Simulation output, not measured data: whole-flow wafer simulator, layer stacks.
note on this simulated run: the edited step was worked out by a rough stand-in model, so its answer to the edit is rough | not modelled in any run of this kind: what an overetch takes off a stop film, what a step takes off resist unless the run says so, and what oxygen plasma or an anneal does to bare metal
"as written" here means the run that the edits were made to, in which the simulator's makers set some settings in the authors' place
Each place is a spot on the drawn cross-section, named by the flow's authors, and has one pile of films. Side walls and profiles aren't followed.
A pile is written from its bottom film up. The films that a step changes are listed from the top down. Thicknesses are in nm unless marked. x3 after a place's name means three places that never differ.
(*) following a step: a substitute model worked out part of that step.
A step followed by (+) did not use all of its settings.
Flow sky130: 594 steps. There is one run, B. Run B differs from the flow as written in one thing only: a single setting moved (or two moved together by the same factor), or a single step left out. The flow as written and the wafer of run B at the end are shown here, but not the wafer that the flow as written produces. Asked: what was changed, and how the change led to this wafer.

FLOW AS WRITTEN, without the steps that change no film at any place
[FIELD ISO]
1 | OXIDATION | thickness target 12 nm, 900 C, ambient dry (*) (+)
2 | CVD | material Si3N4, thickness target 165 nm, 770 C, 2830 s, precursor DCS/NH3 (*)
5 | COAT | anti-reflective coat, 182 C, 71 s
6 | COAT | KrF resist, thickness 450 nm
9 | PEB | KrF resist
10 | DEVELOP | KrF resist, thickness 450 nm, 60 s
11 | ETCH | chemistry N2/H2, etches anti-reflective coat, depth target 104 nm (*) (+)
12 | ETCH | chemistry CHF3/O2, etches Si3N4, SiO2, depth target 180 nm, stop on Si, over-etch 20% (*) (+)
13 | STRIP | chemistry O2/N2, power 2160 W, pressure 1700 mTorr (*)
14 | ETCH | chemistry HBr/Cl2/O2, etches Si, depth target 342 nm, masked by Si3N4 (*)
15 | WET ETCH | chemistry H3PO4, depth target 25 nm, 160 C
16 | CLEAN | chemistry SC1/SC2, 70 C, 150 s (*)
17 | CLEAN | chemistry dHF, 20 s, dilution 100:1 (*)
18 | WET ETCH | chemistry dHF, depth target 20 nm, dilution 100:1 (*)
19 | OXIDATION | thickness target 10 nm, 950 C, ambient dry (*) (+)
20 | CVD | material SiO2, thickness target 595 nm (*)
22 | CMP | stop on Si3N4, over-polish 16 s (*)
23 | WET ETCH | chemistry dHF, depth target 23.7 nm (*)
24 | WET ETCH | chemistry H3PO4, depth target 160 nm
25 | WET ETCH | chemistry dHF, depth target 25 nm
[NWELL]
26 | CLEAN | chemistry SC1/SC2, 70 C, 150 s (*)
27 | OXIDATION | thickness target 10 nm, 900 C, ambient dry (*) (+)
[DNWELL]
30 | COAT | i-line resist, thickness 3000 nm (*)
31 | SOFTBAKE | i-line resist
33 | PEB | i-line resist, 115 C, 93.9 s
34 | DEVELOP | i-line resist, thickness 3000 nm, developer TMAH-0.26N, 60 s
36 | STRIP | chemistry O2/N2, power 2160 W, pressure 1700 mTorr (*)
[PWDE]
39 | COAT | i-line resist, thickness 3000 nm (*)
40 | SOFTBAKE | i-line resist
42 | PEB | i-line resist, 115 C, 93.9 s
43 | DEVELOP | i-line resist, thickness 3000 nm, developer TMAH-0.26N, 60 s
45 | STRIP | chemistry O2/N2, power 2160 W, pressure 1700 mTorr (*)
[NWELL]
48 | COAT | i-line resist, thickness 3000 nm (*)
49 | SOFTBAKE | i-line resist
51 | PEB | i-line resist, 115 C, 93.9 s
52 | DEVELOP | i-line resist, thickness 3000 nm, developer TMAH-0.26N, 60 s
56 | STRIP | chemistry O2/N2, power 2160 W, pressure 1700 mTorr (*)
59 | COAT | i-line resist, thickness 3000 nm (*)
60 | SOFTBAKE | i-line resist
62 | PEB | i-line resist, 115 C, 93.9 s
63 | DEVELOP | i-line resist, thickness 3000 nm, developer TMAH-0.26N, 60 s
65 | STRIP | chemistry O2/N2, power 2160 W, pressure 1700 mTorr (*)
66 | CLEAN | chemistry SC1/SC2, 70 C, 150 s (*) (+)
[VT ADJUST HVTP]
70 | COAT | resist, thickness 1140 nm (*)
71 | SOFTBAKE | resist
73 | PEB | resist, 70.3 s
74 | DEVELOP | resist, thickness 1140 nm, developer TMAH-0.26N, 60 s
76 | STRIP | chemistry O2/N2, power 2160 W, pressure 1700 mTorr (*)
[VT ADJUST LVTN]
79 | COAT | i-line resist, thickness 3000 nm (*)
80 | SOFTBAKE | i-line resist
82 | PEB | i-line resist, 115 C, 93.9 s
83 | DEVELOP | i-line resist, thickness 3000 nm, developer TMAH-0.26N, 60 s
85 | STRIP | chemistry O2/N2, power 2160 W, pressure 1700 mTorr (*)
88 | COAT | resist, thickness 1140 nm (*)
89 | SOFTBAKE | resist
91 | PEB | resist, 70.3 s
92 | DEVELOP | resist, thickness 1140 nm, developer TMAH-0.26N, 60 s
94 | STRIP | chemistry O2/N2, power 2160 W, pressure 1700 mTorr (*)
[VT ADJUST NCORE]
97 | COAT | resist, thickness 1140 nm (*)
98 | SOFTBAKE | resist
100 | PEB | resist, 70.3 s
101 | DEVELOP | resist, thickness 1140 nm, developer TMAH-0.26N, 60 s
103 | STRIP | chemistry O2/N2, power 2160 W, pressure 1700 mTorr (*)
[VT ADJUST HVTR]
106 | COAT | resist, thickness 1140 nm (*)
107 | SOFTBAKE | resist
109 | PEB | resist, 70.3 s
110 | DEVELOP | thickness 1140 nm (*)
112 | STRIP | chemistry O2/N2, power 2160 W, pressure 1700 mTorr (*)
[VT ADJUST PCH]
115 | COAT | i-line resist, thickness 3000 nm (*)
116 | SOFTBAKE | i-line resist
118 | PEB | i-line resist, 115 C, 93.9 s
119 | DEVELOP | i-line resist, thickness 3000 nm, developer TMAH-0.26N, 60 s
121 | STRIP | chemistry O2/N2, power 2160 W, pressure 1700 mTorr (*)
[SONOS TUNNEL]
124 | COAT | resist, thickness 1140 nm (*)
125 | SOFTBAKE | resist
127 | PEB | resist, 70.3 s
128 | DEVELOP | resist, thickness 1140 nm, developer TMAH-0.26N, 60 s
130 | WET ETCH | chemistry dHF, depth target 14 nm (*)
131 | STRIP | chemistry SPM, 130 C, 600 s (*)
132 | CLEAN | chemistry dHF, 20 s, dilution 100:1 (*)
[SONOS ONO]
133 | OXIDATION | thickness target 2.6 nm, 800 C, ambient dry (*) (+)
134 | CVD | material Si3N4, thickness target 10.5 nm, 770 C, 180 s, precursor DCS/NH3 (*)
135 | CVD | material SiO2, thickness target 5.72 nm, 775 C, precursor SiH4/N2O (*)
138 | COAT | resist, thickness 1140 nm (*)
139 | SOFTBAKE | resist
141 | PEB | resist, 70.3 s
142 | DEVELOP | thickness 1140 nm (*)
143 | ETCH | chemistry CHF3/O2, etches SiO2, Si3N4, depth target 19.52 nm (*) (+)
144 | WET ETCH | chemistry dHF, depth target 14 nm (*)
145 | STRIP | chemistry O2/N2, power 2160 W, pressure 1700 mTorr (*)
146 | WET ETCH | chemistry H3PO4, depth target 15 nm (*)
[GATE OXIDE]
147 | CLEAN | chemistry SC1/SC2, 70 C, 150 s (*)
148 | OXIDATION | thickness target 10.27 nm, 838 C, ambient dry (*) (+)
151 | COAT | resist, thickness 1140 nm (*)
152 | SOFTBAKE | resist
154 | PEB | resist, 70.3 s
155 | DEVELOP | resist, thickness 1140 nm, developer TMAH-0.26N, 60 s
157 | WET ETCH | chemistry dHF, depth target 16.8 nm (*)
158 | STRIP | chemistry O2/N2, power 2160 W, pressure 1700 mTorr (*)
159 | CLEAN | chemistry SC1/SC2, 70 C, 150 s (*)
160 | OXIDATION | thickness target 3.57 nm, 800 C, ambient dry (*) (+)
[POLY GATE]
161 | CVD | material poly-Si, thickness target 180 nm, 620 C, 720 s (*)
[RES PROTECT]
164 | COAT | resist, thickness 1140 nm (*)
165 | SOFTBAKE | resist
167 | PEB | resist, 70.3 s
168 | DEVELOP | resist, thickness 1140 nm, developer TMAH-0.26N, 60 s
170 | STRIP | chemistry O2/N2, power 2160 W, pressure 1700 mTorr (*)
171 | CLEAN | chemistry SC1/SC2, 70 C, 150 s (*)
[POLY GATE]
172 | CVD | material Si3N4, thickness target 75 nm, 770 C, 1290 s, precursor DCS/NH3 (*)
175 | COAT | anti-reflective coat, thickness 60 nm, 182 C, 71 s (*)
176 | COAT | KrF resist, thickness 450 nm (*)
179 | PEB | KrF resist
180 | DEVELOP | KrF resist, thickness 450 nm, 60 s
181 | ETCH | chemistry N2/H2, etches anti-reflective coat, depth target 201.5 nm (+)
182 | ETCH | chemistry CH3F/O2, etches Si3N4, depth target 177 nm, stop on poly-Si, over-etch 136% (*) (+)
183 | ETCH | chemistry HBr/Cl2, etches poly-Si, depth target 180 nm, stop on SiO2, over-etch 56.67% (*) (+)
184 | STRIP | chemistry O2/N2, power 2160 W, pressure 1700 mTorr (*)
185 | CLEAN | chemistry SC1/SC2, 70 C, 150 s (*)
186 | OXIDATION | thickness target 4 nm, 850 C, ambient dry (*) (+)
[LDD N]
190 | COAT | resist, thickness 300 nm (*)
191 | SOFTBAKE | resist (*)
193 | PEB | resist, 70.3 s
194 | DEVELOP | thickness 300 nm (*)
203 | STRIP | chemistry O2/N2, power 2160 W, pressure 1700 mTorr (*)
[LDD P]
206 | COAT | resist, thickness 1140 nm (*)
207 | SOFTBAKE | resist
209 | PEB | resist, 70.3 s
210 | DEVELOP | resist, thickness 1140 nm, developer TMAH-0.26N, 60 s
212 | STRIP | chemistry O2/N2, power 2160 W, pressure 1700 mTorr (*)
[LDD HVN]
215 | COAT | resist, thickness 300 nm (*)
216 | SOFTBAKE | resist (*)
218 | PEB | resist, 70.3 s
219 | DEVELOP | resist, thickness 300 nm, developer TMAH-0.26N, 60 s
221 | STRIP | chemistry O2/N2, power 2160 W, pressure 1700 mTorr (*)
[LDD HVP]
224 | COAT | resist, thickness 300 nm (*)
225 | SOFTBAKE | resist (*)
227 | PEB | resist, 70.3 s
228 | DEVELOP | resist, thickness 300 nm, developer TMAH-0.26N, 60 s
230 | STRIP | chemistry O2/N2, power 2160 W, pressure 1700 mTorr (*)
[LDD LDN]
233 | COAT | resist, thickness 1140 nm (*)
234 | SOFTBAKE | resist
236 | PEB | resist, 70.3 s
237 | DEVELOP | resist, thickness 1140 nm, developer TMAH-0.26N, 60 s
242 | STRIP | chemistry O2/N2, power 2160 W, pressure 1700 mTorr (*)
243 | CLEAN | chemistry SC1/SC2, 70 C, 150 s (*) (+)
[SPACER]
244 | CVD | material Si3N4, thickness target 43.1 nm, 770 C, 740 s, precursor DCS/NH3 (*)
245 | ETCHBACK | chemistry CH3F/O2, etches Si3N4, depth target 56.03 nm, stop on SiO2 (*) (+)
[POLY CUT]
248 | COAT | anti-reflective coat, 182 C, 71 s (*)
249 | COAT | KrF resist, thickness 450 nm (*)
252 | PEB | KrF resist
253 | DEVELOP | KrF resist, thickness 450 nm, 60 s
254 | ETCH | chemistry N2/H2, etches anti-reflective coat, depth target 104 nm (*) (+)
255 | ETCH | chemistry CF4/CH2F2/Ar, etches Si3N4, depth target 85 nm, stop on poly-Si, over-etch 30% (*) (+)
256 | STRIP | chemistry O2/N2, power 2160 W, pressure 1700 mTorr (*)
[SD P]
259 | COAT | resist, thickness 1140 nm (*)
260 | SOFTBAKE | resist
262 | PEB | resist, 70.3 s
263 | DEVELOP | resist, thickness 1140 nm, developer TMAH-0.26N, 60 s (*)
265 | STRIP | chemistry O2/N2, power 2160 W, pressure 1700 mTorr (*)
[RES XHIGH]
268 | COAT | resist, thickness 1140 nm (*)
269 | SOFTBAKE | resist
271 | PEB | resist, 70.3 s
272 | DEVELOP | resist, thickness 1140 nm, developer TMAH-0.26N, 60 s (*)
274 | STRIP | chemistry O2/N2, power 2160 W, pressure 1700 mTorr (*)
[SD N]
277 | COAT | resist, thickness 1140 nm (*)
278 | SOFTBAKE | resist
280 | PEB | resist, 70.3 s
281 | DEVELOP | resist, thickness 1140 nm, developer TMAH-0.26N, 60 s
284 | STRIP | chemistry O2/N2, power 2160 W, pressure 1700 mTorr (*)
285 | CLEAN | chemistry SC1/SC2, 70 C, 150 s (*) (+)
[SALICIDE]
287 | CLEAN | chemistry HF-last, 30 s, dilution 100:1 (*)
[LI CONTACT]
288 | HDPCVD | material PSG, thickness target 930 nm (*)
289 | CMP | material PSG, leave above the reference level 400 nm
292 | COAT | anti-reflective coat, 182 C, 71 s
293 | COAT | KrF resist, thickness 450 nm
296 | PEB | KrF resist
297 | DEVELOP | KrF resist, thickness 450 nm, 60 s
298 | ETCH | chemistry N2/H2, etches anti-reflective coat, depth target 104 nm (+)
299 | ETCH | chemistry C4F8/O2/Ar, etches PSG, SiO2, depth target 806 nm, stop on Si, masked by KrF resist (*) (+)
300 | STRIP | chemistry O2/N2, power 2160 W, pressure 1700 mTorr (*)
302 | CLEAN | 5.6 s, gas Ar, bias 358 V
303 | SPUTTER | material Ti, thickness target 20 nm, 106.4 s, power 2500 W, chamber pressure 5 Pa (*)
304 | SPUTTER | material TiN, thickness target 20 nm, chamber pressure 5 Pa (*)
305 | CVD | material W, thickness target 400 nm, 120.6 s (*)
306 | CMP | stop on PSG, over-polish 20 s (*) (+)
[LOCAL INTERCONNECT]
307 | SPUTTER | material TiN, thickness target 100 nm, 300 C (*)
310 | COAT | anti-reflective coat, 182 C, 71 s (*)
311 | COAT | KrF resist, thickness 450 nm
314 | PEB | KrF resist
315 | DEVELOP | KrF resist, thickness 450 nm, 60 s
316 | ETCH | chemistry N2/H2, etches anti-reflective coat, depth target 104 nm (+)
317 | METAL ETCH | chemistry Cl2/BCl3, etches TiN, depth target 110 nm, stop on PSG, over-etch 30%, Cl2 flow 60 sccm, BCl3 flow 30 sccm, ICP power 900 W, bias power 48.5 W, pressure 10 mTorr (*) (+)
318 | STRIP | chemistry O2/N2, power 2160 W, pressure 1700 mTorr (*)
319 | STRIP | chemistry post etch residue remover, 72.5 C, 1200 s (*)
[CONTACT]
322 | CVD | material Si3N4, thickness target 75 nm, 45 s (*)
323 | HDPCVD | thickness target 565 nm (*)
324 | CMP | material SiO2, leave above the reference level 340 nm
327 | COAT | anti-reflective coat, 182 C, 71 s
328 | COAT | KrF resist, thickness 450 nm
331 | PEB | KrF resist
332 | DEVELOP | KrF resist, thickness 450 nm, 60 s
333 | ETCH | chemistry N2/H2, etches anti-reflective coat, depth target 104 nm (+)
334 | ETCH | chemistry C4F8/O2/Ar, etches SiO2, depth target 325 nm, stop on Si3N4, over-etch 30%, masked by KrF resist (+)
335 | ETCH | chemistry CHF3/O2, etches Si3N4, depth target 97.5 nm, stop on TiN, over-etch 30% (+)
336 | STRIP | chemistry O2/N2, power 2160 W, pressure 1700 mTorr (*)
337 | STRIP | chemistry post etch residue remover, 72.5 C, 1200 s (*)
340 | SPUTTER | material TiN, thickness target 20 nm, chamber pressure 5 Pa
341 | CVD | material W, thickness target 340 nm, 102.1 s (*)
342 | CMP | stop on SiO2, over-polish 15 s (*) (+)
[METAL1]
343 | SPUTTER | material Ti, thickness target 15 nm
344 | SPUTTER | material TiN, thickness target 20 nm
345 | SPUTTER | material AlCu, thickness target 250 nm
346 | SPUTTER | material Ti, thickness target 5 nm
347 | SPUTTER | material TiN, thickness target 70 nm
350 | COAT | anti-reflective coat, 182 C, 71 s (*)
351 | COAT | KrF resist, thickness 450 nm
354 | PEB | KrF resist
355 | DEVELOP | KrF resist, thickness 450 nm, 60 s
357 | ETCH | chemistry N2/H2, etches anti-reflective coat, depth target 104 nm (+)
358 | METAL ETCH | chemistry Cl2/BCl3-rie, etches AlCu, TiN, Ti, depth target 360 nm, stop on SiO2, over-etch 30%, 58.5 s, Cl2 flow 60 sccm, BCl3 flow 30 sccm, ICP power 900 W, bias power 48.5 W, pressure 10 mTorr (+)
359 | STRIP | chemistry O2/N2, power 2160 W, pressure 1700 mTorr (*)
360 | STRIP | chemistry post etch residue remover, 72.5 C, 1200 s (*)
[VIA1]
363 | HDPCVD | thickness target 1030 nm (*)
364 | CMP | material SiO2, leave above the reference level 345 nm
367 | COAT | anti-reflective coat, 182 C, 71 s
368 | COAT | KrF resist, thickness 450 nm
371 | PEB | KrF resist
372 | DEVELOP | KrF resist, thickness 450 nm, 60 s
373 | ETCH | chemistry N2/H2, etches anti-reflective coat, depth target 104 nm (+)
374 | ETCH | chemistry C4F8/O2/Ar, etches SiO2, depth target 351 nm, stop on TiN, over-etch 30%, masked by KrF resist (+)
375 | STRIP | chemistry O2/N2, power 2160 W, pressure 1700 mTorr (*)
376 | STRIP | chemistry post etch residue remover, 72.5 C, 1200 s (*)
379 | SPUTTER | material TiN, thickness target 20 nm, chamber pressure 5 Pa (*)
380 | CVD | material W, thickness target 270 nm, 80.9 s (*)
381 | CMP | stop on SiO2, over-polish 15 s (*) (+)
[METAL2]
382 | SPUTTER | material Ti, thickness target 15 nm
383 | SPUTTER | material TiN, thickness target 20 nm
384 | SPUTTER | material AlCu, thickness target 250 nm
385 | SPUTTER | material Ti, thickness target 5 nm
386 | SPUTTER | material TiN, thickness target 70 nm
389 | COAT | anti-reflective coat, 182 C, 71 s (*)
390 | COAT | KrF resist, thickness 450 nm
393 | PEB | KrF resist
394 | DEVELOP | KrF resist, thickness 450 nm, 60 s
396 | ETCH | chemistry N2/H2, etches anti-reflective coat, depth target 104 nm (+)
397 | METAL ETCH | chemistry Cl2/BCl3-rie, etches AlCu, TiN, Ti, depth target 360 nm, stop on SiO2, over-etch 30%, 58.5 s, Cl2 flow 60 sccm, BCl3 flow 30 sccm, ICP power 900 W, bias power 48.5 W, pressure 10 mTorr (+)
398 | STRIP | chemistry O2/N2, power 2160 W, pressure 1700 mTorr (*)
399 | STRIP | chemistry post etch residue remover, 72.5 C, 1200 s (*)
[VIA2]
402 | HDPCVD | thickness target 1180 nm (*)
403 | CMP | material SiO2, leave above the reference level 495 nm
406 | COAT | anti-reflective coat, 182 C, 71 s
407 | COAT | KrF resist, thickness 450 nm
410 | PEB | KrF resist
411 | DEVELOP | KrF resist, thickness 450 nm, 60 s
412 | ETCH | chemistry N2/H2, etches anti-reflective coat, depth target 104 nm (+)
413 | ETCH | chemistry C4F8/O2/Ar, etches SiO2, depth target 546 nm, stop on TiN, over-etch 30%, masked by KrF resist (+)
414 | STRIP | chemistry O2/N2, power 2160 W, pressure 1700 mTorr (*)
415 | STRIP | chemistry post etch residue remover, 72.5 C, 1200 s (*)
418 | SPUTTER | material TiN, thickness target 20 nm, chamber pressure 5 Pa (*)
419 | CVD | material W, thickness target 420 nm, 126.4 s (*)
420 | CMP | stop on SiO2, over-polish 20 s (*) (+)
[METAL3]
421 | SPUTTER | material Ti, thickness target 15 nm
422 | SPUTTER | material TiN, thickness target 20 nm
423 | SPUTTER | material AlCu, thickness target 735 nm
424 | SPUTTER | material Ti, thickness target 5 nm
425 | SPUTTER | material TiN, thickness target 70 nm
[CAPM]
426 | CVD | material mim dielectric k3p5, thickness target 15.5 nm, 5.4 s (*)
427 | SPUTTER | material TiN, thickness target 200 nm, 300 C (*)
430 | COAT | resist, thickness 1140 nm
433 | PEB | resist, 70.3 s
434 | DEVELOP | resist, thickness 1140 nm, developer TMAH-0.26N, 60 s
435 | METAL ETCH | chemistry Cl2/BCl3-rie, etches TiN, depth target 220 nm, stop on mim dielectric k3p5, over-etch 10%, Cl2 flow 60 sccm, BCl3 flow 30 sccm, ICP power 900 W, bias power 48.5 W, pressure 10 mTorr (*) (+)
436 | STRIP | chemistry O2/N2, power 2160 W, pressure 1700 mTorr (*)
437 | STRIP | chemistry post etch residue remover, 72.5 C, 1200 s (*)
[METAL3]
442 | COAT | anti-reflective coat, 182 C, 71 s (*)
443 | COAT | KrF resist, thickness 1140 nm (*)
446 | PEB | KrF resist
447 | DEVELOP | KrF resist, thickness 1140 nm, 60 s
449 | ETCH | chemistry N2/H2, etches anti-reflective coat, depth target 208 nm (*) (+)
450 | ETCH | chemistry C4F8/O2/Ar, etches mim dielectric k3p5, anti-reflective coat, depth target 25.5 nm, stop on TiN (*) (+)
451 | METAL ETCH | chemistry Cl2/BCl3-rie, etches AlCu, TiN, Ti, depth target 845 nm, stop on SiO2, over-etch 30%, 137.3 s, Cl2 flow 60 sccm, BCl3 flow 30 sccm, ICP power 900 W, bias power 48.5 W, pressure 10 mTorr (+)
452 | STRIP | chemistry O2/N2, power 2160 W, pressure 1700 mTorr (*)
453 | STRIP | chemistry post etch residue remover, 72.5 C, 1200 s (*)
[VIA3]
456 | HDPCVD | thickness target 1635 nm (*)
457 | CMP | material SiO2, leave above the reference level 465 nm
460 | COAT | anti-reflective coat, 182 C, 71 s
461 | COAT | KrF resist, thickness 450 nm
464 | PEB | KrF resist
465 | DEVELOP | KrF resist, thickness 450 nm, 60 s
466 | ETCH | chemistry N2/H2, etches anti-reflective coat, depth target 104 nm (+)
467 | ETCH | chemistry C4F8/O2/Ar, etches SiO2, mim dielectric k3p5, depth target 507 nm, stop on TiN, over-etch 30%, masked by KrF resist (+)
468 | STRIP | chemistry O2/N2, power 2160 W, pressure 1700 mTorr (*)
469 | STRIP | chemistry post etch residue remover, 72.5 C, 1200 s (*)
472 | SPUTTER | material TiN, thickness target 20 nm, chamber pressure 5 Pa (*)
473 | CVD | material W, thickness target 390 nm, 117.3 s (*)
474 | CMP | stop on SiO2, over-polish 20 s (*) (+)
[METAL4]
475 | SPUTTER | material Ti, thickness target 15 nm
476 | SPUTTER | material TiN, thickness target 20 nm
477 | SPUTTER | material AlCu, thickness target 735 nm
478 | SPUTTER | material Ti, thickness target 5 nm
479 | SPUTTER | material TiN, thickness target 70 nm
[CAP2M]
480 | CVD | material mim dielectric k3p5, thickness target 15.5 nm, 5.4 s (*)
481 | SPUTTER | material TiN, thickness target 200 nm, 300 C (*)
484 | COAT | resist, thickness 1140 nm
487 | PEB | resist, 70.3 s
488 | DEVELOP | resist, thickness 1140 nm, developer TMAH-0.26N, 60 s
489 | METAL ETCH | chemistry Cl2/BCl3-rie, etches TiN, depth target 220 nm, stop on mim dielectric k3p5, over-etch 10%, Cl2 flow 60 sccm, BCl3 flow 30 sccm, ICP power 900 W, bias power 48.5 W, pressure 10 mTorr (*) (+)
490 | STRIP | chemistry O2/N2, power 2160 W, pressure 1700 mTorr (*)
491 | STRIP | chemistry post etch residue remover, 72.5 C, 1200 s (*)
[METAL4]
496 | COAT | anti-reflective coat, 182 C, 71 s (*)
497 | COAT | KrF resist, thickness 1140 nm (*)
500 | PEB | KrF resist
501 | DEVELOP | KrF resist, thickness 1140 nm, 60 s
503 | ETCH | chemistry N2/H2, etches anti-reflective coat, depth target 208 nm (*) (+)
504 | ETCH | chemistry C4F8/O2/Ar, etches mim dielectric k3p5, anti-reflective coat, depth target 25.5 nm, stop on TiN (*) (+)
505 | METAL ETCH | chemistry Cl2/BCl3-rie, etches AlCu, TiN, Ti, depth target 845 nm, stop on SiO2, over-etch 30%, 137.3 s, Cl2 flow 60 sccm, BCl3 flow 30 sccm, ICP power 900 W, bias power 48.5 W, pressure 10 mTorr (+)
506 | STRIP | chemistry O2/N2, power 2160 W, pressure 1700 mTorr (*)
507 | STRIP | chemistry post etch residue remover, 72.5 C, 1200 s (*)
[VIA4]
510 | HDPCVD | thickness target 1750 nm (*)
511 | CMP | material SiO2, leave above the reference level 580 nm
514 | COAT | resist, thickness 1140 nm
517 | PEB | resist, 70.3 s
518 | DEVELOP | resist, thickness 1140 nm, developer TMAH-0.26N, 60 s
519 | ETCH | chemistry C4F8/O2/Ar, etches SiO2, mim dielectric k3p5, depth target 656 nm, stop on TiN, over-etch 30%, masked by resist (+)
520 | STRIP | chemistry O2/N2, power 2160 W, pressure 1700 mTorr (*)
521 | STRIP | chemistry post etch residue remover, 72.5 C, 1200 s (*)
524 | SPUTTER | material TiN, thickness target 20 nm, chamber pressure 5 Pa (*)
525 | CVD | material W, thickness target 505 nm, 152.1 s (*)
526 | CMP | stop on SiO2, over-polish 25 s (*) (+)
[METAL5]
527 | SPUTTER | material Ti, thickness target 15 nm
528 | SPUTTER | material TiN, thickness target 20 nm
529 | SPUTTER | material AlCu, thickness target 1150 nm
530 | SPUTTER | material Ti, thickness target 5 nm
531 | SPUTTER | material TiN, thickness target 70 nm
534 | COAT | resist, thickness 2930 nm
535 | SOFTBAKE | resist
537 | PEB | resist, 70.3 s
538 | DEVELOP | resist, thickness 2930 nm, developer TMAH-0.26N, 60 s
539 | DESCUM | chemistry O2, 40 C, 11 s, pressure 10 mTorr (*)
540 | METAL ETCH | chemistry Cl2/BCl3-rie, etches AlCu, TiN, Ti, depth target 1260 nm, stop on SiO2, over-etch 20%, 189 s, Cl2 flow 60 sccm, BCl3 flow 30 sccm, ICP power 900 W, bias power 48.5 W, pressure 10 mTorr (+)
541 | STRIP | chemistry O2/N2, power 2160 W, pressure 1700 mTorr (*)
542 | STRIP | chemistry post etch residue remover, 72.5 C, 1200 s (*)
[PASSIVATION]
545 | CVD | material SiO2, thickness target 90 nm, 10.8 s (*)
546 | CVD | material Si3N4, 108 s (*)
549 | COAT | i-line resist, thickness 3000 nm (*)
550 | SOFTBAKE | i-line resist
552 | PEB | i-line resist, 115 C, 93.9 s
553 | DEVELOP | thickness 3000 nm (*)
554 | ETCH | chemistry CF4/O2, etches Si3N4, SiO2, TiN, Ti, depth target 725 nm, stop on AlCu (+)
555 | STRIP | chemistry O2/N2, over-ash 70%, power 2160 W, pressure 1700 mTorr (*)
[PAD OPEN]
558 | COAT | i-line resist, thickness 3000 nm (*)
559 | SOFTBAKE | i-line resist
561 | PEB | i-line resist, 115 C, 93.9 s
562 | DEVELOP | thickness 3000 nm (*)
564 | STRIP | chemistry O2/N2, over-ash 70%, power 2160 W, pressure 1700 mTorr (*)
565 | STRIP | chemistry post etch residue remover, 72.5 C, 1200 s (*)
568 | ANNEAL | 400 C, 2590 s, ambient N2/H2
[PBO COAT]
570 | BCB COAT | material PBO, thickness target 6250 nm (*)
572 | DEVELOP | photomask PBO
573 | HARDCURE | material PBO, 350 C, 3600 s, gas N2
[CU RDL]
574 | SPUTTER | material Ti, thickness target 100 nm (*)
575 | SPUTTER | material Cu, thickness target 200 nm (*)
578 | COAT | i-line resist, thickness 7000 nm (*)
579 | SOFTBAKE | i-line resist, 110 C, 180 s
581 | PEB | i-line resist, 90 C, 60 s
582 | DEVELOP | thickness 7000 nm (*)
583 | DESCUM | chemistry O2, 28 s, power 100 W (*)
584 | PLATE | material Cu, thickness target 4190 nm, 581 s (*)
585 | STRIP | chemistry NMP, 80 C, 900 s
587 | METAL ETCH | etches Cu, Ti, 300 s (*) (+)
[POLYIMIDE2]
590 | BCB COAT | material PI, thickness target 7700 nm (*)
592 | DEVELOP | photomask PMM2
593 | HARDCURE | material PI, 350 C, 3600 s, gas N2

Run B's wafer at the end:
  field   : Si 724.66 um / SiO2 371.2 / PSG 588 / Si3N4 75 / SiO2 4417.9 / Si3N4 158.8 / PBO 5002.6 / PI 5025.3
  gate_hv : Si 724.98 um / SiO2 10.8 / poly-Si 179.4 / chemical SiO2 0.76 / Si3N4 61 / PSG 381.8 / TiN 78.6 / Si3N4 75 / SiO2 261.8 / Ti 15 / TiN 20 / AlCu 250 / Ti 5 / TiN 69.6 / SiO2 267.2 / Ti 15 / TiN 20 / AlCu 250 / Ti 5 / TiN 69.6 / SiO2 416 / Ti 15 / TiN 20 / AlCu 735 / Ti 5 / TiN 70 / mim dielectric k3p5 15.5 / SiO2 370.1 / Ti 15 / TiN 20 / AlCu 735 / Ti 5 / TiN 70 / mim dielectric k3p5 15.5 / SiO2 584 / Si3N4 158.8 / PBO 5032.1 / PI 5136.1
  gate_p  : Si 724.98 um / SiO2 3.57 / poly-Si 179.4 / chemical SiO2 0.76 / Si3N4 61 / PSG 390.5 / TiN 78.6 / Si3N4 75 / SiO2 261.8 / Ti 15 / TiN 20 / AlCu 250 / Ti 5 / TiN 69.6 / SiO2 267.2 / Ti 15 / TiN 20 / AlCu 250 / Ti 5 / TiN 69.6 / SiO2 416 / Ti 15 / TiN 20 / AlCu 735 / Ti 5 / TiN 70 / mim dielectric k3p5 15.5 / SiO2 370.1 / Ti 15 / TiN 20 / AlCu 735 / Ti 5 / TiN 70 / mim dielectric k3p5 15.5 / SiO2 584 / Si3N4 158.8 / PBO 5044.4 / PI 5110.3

What caused this: step 307, SPUTTER: thickness target 79 nm was run, though the flow has thickness target 100 nm.

Step by step, how the change led to this:
  307 | SPUTTER | material TiN, thickness target 100 nm, 300 C (*)
      field, active, n_well and 188 more: TiN gains 79 (new film) (it would be, as written: TiN gains 100 (new film))
  317 | METAL ETCH | chemistry Cl2/BCl3, etches TiN, depth target 110 nm, stop on PSG, over-etch 30%, Cl2 flow 60 sccm, BCl3 flow 30 sccm, ICP power 900 W, bias power 48.5 W, pressure 10 mTorr (*) (+)
      n_well, p_well, gate_hv and 97 more: KrF resist loses 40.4 (it would be, as written: KrF resist loses 44)
      field, active, gate and 88 more: TiN loses 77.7 (all of it) (it would be, as written: TiN loses 98.7 (all of it))
  324 | CMP | material SiO2, leave above the reference level 340 nm
      field, active, gate and 88 more: SiO2 loses 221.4 (it would be, as written: SiO2 loses 200.4)
